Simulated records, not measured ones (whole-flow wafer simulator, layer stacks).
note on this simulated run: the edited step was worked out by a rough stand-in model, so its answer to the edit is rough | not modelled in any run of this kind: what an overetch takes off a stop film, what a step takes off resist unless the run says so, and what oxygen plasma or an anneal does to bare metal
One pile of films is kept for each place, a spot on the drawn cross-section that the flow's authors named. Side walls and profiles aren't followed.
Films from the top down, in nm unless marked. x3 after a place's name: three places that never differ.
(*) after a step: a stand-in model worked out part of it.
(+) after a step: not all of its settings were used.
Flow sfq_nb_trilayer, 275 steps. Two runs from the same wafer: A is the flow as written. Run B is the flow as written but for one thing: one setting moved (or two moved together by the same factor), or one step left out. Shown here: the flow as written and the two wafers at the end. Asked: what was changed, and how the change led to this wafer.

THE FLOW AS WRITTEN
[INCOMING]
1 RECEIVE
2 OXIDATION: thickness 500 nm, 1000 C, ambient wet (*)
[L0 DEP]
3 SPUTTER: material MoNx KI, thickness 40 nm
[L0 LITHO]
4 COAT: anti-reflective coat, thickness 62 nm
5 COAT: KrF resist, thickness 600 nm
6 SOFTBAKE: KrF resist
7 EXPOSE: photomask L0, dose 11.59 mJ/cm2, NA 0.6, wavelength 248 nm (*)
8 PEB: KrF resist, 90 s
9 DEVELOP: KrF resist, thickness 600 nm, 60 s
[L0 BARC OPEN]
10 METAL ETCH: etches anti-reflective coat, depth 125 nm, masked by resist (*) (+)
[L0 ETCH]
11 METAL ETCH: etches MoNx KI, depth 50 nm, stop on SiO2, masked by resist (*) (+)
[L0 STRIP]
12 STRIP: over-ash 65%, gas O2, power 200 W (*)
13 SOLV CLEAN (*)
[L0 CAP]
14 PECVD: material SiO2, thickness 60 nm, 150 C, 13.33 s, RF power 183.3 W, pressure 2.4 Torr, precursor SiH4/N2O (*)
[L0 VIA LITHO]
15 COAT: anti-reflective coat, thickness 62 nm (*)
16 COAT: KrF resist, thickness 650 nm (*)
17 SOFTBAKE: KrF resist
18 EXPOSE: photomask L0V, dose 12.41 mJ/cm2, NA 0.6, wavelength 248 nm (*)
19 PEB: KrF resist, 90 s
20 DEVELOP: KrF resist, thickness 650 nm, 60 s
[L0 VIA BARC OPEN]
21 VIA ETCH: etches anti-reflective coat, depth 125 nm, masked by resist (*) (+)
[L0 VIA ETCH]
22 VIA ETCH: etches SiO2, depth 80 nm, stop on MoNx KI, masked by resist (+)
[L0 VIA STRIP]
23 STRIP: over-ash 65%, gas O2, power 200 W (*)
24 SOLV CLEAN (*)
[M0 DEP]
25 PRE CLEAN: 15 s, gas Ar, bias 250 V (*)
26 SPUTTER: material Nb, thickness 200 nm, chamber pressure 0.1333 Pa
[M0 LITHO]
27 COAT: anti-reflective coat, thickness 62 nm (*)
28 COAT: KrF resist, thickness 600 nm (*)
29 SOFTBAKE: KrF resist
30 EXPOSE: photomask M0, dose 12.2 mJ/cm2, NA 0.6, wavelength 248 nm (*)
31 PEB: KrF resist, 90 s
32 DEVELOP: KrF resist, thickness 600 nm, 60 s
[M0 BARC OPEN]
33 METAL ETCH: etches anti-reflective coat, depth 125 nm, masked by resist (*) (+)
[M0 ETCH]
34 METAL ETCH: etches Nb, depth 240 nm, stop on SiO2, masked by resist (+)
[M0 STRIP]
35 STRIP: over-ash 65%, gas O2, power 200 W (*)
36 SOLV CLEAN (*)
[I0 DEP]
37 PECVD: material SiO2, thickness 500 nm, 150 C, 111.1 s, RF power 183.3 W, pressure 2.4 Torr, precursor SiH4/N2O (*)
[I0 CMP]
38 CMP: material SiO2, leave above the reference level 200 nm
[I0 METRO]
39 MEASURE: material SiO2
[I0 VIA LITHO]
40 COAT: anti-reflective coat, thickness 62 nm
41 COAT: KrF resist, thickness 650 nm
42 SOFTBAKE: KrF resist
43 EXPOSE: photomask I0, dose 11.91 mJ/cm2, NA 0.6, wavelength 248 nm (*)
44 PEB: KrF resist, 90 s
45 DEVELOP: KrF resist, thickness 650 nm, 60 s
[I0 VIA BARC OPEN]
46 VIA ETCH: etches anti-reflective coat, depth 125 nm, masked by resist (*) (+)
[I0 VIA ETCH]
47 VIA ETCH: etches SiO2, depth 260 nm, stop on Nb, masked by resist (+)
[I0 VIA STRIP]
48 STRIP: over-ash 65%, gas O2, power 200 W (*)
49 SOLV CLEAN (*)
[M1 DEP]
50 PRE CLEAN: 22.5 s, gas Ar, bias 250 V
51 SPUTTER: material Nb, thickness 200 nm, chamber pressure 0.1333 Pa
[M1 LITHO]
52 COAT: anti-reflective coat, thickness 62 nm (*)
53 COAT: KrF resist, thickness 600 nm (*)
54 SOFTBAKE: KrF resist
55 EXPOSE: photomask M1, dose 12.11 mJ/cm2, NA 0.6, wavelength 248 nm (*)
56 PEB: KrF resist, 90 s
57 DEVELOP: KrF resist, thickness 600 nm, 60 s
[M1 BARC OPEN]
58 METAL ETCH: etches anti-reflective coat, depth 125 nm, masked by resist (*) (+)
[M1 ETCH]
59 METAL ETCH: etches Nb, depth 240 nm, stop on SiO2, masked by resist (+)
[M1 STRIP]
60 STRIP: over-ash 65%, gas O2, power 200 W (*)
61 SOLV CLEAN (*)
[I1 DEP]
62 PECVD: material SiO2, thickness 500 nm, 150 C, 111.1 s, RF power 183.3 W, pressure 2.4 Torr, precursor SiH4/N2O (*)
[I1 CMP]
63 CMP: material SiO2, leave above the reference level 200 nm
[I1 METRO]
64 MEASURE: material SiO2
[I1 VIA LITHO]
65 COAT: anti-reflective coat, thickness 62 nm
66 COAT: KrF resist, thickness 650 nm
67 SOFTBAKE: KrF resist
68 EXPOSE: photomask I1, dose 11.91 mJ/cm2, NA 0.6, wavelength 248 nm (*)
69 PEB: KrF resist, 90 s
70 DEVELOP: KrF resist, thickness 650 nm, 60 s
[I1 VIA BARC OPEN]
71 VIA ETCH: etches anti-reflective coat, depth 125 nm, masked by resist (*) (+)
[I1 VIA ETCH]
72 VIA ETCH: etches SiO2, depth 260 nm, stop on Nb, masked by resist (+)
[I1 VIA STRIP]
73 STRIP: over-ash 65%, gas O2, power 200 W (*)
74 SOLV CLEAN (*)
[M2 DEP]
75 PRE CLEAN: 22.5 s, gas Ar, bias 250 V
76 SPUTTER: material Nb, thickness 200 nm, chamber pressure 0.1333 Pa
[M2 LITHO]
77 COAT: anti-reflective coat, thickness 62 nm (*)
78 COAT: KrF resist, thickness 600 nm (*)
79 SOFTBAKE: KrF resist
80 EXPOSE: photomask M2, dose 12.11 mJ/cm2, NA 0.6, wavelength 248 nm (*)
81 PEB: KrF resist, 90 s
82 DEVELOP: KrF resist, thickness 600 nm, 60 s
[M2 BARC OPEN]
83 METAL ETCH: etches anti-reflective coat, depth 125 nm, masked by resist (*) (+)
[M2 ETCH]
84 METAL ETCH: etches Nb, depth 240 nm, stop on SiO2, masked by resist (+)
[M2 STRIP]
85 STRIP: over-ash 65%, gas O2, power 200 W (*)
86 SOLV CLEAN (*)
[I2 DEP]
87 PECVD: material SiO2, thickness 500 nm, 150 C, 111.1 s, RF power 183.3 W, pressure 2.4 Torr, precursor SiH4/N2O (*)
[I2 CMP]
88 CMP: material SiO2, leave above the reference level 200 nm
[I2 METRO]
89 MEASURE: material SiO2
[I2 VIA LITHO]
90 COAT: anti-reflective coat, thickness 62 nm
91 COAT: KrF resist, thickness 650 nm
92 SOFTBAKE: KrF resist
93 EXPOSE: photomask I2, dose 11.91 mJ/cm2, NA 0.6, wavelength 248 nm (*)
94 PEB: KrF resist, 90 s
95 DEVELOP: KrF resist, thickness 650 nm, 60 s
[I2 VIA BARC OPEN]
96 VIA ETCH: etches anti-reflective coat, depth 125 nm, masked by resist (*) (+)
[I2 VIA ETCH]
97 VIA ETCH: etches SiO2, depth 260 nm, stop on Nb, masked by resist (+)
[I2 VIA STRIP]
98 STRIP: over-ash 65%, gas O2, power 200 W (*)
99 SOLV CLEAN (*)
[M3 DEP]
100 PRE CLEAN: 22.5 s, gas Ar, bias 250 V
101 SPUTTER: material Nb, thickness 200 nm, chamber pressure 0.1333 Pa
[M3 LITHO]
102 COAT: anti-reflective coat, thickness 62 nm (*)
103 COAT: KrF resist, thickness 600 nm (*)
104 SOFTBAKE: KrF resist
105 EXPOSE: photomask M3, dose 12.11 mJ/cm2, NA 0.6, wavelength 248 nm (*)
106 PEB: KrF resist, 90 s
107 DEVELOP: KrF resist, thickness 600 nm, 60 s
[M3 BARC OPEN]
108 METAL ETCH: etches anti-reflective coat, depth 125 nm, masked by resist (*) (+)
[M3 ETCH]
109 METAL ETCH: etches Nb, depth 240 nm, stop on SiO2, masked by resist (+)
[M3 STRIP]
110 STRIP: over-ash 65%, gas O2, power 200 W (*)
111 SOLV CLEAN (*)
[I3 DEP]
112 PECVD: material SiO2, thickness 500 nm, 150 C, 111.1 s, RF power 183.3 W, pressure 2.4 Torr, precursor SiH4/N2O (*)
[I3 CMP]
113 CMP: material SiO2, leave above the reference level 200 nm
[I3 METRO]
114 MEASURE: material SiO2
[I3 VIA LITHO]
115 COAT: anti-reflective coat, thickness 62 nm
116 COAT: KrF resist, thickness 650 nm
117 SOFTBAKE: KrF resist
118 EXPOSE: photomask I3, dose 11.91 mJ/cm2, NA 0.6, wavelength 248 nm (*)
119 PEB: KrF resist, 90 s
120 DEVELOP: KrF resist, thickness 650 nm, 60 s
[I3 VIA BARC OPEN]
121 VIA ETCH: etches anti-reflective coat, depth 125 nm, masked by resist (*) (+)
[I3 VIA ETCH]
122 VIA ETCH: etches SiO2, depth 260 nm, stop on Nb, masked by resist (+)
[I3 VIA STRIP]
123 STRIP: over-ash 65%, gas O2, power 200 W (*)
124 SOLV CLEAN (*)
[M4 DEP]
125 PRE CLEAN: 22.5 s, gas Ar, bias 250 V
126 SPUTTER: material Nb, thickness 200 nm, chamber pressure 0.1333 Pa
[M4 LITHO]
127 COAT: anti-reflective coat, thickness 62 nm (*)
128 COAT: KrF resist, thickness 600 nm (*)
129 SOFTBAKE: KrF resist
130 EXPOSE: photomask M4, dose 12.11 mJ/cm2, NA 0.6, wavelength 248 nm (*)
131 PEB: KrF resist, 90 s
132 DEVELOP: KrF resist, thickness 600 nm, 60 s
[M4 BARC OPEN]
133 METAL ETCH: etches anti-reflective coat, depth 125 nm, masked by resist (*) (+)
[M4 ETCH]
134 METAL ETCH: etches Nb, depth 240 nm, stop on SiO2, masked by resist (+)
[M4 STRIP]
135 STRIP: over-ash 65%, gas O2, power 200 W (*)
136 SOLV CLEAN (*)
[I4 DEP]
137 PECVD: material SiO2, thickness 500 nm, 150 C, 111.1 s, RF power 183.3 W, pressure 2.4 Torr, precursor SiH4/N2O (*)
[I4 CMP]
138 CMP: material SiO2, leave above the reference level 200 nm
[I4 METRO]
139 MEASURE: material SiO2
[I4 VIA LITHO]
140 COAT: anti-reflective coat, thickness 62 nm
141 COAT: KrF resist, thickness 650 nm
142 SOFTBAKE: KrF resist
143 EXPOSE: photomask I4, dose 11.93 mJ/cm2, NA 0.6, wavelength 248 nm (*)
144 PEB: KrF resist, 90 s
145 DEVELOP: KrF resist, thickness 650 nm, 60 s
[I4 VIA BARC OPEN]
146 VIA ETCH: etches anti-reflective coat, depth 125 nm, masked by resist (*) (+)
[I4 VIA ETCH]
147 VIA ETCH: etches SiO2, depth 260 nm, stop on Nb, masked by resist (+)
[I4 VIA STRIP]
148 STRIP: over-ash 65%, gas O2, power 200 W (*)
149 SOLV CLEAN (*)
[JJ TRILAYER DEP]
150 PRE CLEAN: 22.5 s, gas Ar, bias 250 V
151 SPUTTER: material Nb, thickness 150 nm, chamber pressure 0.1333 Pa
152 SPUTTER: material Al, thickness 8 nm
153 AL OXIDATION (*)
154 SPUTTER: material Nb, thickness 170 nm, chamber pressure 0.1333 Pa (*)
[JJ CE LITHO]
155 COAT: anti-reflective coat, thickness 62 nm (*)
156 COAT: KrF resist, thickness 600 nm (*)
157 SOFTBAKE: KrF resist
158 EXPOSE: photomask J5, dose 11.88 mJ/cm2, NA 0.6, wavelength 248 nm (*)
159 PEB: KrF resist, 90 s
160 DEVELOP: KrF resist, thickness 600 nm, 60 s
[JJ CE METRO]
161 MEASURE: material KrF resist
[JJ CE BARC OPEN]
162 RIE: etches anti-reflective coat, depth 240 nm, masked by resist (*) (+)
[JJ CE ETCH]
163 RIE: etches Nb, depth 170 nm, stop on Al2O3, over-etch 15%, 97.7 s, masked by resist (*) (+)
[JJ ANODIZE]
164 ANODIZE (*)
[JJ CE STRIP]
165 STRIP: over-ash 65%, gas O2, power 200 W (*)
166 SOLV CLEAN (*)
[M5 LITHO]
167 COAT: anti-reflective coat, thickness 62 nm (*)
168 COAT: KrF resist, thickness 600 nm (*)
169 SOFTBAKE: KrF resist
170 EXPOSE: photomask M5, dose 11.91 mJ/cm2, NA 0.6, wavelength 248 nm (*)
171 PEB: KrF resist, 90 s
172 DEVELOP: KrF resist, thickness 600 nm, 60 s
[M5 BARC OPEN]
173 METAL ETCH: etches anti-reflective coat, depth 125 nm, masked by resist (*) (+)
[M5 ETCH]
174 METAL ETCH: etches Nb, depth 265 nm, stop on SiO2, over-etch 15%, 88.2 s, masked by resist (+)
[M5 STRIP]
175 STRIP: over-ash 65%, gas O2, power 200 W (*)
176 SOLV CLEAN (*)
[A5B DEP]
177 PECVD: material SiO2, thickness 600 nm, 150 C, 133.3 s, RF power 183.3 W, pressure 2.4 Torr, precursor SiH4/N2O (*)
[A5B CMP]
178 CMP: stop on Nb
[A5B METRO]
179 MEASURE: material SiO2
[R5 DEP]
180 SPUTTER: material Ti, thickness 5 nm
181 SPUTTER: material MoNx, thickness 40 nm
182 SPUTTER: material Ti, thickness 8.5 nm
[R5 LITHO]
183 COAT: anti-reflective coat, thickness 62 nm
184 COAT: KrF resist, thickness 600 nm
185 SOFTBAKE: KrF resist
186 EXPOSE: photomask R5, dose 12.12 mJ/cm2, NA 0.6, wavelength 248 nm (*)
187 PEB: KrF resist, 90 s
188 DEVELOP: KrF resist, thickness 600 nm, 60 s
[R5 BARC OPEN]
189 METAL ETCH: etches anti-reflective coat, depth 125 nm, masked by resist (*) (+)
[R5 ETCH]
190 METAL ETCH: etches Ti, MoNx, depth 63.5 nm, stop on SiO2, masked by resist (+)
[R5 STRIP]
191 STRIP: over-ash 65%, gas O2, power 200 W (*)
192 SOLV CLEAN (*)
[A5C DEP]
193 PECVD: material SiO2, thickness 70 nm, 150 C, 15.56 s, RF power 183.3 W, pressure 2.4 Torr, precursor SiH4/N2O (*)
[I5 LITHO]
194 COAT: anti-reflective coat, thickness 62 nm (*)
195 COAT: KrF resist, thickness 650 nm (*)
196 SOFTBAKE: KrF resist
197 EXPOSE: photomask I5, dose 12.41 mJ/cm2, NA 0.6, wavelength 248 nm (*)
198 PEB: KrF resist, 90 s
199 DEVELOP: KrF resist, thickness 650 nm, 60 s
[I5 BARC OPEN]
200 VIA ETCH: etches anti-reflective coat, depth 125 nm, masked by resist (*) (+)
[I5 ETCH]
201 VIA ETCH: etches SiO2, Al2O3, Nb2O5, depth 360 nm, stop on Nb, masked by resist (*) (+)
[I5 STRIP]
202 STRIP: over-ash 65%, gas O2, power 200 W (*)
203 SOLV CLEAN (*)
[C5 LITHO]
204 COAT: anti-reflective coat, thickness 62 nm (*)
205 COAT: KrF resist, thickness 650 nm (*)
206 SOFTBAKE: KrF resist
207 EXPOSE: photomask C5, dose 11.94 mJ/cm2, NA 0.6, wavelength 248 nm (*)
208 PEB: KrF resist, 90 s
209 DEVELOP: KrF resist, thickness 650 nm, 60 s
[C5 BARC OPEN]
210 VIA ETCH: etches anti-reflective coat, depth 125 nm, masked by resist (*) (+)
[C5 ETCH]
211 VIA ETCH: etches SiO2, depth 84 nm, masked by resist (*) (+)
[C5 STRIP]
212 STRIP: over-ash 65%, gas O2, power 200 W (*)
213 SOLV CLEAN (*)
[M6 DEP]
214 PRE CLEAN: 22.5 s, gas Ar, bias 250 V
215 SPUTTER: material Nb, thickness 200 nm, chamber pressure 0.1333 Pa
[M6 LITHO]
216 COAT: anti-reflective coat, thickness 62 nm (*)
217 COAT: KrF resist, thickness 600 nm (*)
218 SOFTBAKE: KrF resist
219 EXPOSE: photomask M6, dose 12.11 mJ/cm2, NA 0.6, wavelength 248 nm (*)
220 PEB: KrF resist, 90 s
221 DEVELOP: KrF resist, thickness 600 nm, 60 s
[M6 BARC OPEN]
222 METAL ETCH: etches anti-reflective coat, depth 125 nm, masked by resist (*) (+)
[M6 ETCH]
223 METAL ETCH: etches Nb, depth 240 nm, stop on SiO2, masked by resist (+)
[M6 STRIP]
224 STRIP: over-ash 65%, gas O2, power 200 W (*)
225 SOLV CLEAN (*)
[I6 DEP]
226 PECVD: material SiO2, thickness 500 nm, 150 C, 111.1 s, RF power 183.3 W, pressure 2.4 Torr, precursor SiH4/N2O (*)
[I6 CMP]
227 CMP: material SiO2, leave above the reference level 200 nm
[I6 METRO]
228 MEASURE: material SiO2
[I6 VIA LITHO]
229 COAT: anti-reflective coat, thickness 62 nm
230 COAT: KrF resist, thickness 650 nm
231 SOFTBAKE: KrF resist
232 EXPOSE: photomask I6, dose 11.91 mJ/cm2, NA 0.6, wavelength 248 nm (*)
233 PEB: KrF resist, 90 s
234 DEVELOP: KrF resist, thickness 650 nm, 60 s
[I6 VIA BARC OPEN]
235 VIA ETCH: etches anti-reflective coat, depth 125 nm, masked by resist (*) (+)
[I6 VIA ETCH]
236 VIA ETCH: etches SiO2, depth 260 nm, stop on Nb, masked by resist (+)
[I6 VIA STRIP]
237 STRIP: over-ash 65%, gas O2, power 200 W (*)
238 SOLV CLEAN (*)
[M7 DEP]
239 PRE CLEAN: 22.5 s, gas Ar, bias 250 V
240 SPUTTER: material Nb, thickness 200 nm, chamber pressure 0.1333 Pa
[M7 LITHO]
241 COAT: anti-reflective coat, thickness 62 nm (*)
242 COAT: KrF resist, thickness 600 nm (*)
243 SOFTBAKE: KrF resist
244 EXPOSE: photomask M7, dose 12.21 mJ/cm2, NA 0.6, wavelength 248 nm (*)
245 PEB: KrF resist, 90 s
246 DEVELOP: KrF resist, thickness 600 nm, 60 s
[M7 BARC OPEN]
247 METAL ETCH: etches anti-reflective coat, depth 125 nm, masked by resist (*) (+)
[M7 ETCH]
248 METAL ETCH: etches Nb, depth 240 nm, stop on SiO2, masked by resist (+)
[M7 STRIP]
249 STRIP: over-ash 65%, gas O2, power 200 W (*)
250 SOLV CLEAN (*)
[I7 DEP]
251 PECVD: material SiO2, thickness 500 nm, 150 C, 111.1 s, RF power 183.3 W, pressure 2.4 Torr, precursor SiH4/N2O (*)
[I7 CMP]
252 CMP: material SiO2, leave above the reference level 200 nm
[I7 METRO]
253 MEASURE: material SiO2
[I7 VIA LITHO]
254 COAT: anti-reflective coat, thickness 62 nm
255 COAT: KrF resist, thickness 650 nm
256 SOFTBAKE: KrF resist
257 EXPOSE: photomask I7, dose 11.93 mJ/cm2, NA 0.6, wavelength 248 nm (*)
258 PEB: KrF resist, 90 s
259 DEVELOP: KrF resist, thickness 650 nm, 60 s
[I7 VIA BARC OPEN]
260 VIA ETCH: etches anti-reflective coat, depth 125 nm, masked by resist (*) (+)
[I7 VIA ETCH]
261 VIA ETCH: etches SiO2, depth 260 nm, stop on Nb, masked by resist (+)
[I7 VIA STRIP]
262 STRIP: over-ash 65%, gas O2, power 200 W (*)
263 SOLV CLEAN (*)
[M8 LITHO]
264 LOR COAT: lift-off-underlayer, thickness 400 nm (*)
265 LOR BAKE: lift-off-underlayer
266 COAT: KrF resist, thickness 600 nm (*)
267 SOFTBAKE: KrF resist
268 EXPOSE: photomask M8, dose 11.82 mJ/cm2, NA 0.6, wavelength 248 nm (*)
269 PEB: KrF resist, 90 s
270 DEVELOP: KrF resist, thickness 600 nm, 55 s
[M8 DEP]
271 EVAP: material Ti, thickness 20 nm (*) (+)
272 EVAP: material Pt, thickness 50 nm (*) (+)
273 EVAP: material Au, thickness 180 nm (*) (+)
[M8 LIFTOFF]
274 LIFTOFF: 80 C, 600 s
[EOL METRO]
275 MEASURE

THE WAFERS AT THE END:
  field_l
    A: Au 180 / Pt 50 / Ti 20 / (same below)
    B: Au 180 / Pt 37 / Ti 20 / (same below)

The cause: step 272, EVAP: thickness 37 nm was run, where the flow has thickness 50 nm.
It can be read off the wafer: field_l has Pt 37, and step 272 as written asks for 50 nm.

How the change led to this, step by step:
  272 EVAP: material Pt, thickness 50 nm (*) (+)
      field_l, v_sur, via_wl and 103 more: A Pt +50 (new film) | B Pt +37 (new film)
  274 LIFTOFF: 80 C, 600 s
      p4_fl x3, p4_w1 x9, p4_g1 x2 and 60 more: A Au -180 (all of it), Pt -50 (all of it), Ti -20 (all of it), KrF resist -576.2 (all of it), lift-off-underlayer -400 (all of it) | B Au -180 (all of it), Pt -37 (all of it), Ti -20 (all of it), KrF resist -576.2 (all of it), lift-off-underlayer -400 (all of it)
      c5j, ce_r: A Au -180 (all of it), Pt -50 (all of it), Ti -20 (all of it), KrF resist -573.3 (all of it), lift-off-underlayer -399.3 (all of it) | B Au -180 (all of it), Pt -37 (all of it), Ti -20 (all of it), KrF resist -573.3 (all of it), lift-off-underlayer -399.3 (all of it)
      (and at 19 more places)
